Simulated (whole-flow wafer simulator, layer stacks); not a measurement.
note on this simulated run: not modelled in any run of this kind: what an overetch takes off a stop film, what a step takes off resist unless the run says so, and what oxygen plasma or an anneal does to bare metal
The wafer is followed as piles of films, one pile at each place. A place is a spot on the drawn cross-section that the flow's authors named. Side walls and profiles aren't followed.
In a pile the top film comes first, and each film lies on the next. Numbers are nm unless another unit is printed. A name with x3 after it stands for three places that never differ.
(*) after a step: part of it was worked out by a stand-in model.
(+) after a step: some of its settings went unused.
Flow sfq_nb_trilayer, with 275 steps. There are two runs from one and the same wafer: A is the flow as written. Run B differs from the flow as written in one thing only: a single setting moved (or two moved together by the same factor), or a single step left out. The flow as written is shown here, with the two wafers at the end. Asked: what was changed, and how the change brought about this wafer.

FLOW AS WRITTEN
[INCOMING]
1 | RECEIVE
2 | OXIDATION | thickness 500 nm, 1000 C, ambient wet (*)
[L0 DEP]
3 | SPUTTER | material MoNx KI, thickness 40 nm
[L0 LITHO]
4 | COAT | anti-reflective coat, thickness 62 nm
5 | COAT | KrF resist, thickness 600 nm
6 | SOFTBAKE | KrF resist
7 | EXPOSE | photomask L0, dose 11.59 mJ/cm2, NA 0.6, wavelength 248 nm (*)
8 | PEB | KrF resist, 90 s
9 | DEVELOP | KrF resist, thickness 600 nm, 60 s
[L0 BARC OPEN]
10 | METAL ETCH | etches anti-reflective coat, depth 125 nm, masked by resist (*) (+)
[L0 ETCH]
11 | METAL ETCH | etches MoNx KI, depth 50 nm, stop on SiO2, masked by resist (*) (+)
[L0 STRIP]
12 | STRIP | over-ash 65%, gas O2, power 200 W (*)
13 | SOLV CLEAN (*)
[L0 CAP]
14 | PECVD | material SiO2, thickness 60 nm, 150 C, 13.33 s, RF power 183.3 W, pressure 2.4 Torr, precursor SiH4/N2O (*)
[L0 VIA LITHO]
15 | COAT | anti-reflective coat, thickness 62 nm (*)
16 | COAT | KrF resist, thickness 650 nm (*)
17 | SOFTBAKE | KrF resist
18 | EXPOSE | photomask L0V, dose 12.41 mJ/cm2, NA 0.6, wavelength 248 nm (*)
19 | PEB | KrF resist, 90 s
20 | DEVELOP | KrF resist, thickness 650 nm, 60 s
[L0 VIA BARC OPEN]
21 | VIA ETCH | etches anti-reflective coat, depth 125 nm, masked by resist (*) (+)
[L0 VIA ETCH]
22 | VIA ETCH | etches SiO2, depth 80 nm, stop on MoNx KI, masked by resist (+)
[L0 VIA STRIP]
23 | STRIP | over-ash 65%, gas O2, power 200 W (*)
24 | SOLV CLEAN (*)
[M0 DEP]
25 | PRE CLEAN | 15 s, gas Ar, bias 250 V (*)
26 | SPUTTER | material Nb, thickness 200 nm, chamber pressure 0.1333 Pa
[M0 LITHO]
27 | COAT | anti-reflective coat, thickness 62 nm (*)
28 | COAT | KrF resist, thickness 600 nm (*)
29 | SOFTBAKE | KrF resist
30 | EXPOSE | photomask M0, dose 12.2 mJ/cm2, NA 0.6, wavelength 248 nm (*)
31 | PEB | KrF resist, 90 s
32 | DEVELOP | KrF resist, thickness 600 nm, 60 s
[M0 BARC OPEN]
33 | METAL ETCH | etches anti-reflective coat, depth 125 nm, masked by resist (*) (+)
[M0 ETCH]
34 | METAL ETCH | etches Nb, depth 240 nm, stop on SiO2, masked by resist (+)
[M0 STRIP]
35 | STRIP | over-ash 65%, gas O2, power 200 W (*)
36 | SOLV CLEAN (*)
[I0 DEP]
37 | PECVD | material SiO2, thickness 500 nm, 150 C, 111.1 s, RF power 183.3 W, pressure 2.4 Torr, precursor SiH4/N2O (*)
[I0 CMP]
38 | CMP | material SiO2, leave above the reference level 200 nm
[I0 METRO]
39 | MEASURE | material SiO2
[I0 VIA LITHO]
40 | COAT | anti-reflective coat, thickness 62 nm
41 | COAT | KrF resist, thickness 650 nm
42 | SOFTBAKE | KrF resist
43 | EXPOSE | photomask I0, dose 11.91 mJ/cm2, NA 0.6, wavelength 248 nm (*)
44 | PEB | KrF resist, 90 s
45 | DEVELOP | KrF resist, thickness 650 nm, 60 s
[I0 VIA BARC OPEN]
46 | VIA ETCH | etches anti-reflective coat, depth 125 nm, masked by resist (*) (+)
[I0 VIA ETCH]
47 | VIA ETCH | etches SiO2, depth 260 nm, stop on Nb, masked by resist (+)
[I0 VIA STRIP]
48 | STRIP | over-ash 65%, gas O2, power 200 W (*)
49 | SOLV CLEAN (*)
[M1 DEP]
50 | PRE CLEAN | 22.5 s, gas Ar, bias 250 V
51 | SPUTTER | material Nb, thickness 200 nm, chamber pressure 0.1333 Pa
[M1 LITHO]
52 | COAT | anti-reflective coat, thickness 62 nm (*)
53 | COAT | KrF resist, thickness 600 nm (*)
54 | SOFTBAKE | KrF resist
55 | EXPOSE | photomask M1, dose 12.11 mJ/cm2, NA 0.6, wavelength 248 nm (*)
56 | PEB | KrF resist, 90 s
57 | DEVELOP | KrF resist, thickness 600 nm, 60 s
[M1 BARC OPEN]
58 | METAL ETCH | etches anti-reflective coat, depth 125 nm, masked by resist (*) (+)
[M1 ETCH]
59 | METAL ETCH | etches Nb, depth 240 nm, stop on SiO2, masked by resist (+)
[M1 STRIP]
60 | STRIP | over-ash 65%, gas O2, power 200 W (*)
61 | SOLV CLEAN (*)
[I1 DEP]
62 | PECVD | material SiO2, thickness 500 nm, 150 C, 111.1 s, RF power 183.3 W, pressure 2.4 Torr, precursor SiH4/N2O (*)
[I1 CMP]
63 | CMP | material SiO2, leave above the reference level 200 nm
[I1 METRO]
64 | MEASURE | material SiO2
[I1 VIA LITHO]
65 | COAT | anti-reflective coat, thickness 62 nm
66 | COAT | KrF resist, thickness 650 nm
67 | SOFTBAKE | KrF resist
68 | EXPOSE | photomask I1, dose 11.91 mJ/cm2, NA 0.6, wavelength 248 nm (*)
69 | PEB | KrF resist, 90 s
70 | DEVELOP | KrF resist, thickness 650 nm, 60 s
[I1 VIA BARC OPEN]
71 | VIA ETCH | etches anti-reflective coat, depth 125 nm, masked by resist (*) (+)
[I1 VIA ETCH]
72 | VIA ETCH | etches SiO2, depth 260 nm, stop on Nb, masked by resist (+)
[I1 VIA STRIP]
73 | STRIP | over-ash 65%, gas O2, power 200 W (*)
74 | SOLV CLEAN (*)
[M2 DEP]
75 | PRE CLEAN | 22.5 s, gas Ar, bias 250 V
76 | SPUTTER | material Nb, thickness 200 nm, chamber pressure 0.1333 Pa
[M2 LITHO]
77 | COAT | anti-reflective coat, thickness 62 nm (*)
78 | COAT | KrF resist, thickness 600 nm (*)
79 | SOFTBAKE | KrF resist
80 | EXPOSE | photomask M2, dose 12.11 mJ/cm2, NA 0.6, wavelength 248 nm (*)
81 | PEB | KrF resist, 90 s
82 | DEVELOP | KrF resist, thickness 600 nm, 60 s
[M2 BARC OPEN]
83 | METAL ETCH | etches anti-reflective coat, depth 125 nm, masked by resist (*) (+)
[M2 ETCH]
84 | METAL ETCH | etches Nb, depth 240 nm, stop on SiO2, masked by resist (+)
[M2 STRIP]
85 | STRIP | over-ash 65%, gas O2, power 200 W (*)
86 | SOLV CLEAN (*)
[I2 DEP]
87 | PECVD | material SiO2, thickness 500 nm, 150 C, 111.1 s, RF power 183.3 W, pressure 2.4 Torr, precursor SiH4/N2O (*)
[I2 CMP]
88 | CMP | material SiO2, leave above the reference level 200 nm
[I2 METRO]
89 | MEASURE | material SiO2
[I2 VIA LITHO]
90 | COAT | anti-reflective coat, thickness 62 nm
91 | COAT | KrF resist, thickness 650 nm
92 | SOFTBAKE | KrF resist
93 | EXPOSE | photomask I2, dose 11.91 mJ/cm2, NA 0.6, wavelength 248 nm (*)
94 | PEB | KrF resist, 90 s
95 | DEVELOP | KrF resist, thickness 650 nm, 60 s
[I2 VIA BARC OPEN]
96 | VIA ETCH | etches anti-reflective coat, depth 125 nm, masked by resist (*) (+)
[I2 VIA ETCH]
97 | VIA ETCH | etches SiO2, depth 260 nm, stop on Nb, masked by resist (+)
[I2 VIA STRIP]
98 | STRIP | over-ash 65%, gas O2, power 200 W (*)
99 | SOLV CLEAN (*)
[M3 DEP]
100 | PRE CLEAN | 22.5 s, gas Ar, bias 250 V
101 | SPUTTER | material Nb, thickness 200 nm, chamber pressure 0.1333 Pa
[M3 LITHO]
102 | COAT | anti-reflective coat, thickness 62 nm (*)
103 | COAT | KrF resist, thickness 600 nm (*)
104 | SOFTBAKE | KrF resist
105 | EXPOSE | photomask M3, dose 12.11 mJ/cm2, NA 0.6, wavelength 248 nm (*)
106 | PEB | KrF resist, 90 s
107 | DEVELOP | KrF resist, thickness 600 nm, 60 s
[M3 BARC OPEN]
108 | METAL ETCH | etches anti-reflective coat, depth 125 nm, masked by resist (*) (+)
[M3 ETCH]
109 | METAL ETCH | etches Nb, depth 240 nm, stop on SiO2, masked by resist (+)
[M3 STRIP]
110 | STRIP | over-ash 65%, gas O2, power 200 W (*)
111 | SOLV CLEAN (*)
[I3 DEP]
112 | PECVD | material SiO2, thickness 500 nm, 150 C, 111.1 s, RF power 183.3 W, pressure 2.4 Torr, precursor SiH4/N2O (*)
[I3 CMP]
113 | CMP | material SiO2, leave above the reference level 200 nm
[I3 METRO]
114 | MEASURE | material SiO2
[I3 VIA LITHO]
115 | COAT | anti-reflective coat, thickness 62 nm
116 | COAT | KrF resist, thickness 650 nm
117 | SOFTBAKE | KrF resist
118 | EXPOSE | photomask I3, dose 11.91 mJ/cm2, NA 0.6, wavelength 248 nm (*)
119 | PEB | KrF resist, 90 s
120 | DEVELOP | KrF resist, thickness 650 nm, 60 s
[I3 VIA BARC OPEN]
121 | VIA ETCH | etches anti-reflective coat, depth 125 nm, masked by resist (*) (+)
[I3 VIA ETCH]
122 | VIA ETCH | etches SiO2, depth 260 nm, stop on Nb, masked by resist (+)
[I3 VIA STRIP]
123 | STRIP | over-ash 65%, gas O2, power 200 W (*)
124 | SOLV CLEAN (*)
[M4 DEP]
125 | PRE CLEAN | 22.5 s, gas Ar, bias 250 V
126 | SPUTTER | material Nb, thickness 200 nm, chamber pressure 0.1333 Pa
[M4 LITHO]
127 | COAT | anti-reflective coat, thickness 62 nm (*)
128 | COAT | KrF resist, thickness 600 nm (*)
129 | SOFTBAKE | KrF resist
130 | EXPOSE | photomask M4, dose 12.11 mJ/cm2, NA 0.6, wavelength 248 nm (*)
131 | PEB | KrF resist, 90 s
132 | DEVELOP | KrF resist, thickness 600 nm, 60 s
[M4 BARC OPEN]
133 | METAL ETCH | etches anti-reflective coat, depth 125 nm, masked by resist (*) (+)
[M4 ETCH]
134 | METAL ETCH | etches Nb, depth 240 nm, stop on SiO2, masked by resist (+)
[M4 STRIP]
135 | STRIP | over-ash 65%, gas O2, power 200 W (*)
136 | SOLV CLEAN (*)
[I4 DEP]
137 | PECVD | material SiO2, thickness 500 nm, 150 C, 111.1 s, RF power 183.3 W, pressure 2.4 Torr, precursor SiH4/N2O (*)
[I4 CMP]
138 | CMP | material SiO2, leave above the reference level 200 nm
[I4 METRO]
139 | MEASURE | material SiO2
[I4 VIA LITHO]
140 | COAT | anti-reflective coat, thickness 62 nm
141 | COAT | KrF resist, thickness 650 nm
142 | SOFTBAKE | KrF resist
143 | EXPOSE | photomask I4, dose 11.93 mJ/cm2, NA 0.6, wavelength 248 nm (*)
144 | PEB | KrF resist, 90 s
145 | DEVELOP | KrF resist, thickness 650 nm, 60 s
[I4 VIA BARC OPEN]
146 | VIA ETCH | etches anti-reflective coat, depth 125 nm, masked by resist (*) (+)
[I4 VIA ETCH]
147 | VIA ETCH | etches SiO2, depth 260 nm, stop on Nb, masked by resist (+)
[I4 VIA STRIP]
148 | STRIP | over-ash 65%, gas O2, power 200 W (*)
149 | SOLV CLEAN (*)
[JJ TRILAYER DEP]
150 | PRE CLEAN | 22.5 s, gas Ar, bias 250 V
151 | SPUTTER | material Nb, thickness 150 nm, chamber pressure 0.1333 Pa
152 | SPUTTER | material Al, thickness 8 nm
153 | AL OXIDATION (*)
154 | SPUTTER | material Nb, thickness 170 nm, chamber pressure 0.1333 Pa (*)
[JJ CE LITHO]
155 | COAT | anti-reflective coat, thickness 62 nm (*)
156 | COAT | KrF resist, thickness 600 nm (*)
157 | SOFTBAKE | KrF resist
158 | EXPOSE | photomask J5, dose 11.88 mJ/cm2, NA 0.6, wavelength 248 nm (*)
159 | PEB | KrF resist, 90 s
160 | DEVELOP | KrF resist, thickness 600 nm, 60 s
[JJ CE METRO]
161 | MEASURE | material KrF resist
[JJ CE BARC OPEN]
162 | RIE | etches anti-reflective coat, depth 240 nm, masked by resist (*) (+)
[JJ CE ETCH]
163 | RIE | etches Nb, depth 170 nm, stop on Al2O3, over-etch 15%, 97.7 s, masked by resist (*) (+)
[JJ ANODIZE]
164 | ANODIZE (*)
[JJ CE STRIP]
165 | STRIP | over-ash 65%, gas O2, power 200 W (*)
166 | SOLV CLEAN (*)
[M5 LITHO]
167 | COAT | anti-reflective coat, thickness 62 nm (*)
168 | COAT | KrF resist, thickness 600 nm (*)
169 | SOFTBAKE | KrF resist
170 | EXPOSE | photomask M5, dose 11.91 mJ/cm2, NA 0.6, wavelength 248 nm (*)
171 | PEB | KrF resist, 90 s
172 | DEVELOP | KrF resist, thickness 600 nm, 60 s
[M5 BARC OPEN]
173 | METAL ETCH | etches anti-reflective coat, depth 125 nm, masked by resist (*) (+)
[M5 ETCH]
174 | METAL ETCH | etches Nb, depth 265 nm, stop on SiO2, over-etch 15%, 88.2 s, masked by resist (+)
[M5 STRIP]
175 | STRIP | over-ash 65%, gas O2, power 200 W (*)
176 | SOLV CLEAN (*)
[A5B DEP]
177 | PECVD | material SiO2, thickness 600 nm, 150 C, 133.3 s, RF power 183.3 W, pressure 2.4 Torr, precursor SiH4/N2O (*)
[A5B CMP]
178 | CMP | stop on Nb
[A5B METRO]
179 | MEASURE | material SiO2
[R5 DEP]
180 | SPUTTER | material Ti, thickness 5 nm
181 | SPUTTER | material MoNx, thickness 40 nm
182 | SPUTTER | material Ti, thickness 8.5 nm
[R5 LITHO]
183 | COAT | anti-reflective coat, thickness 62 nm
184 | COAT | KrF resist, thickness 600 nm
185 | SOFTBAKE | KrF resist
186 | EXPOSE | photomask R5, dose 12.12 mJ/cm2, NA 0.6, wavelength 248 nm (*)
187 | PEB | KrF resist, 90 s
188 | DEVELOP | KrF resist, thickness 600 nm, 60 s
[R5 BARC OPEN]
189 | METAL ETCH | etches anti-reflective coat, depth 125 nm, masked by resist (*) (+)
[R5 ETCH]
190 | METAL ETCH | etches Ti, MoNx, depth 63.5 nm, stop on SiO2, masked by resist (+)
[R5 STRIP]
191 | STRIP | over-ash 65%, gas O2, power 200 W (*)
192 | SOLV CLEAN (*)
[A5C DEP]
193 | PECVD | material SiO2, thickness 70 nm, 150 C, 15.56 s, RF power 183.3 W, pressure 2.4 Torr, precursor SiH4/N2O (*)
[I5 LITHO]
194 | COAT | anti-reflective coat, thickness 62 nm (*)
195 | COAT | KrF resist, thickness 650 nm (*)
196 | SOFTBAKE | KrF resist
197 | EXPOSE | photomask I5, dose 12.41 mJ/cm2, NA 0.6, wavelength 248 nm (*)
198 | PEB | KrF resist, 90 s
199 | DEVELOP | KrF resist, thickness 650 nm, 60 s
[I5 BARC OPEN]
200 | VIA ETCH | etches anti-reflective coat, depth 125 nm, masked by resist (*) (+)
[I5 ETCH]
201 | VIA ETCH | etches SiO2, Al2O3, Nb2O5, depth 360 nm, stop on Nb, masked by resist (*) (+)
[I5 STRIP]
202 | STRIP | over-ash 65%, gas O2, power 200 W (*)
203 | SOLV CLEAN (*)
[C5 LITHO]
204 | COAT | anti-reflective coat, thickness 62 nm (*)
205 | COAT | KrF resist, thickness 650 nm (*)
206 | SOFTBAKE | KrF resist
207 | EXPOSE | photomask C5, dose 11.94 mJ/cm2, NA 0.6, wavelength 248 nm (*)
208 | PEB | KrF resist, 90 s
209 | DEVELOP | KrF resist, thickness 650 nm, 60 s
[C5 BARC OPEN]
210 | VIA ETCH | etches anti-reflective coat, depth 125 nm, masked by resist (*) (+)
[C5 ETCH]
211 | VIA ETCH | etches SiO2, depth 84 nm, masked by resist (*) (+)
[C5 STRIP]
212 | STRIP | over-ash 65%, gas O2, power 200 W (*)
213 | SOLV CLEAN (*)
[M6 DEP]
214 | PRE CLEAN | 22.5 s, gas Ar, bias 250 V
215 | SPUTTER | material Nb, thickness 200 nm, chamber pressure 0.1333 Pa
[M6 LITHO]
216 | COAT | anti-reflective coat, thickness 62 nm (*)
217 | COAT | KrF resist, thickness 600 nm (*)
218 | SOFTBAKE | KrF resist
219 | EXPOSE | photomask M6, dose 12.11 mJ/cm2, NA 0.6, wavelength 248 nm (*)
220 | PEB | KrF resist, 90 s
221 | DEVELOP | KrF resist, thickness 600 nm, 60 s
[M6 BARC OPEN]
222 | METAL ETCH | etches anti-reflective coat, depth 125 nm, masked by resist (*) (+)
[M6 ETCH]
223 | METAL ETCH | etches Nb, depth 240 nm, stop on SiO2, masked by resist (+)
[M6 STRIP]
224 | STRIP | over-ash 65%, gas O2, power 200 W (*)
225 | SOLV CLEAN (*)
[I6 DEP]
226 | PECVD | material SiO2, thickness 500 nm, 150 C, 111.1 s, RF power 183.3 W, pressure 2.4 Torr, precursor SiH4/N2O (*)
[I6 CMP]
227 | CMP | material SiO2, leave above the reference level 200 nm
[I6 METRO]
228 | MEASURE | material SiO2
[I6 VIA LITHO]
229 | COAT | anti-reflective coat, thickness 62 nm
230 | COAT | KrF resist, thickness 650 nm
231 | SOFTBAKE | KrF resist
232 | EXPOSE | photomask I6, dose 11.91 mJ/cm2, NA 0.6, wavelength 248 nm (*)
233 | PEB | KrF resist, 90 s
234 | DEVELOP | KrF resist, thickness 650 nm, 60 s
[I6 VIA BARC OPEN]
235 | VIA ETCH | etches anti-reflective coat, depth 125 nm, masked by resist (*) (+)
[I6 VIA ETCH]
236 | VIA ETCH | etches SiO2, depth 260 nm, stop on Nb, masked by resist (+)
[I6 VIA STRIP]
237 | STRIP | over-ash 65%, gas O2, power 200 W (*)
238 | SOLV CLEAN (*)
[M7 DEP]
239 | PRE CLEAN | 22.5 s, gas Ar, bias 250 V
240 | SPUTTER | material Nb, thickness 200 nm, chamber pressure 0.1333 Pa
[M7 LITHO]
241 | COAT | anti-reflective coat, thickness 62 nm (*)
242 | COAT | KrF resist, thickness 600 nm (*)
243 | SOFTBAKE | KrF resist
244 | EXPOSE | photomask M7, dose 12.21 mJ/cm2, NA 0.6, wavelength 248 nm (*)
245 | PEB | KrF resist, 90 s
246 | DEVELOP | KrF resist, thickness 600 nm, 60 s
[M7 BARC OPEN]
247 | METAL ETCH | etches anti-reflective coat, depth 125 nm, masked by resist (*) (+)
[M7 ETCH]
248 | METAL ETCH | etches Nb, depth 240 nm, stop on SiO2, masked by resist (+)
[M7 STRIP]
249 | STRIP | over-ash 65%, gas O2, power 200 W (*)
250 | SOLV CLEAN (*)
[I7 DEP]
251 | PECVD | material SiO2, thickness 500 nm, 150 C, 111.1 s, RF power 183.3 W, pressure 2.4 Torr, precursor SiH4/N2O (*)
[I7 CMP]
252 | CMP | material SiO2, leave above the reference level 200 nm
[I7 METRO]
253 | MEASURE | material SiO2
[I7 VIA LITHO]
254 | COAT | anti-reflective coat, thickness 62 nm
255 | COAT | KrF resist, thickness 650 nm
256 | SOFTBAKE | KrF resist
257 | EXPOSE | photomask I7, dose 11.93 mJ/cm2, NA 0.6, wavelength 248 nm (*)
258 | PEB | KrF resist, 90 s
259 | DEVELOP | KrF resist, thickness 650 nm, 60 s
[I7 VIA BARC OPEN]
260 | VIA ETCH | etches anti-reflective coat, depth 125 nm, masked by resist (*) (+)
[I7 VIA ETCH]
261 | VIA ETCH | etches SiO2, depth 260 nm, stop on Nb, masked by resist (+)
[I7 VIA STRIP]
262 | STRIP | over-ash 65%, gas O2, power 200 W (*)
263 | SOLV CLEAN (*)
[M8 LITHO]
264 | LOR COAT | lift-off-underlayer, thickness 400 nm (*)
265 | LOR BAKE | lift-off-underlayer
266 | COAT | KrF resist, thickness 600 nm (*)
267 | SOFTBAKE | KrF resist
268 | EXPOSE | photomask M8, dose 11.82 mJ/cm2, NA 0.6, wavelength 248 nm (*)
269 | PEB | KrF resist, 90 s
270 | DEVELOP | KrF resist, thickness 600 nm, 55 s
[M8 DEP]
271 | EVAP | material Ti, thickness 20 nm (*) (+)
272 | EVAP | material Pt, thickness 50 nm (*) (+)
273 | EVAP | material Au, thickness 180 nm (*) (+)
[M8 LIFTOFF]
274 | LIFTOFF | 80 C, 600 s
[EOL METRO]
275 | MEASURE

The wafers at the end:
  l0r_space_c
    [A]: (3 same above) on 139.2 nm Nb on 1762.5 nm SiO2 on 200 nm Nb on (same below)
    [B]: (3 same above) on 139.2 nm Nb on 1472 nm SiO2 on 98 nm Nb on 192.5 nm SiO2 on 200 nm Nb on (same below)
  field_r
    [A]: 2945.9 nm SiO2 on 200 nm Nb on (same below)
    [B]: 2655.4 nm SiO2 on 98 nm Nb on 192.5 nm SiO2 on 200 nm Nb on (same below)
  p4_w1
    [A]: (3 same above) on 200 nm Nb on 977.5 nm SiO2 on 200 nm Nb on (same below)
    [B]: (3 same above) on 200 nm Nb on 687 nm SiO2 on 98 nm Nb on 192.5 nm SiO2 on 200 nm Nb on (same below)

What caused this: step 59, METAL ETCH: depth 102 nm was run, though the flow has depth 240 nm.

How this came from the change, step by step:
  59 | METAL ETCH | etches Nb, depth 240 nm, stop on SiO2, masked by resist (+)
      field_l, be, be_sur and 79 more: A -200 Nb (all of it) | B -102 Nb
      v_sur, via_wl, via_w and 21 more: A -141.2 KrF resist | B -60 KrF resist
  60 | STRIP | over-ash 65%, gas O2, power 200 W (*)
      wl_j_sl, wl_jj, wl_j_sr and 13 more: A -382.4 KrF resist (all of it), -62 anti-reflective coat (all of it) | B -463.6 KrF resist (all of it), -62 anti-reflective coat (all of it)
      v_sur: A -365.9 KrF resist (all of it), -61.1 anti-reflective coat (all of it) | B -447 KrF resist (all of it), -61.1 anti-reflective coat (all of it)
      (also at 7 further places)
  62 | PECVD | material SiO2, thickness 500 nm, 150 C, 111.1 s, RF power 183.3 W, pressure 2.4 Torr, precursor SiH4/N2O (*)
      field_l, be, be_sur and 72 more: A +500 SiO2 | B +500 SiO2 (new film)
      lsp_m, ln_m6, lsp_r, l0_sur, l0v: A +494.9 SiO2 | B +500 SiO2 (new film)
      (also at 2 further places)
  63 | CMP | material SiO2, leave above the reference level 200 nm
      field_l, be, be_sur and 72 more: A -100 SiO2 | B -198 SiO2
      lsp_m, ln_m6, lsp_r, l0_sur, l0v: A -94.9 SiO2 | B -198 SiO2
      (also at 2 further places)
Taking metal films that touch as one body, l0r_space_c has 3 bodies (between them, from the top down: SiO2 1472; SiO2 192.5); the flow as written gives 2 bodies (between them, from the top down: SiO2 1762.5).
Taking metal films that touch as one body, field_r has 2 bodies (between them, from the top down: SiO2 192.5); the flow as written gives 1 body.
Taking metal films that touch as one body, p4_w1 has 4 bodies (between them, from the top down: SiO2 192.5; SiO2 687; SiO2 192.5); the flow as written gives 3 bodies (between them, from the top down: SiO2 192.5; SiO2 977.5).
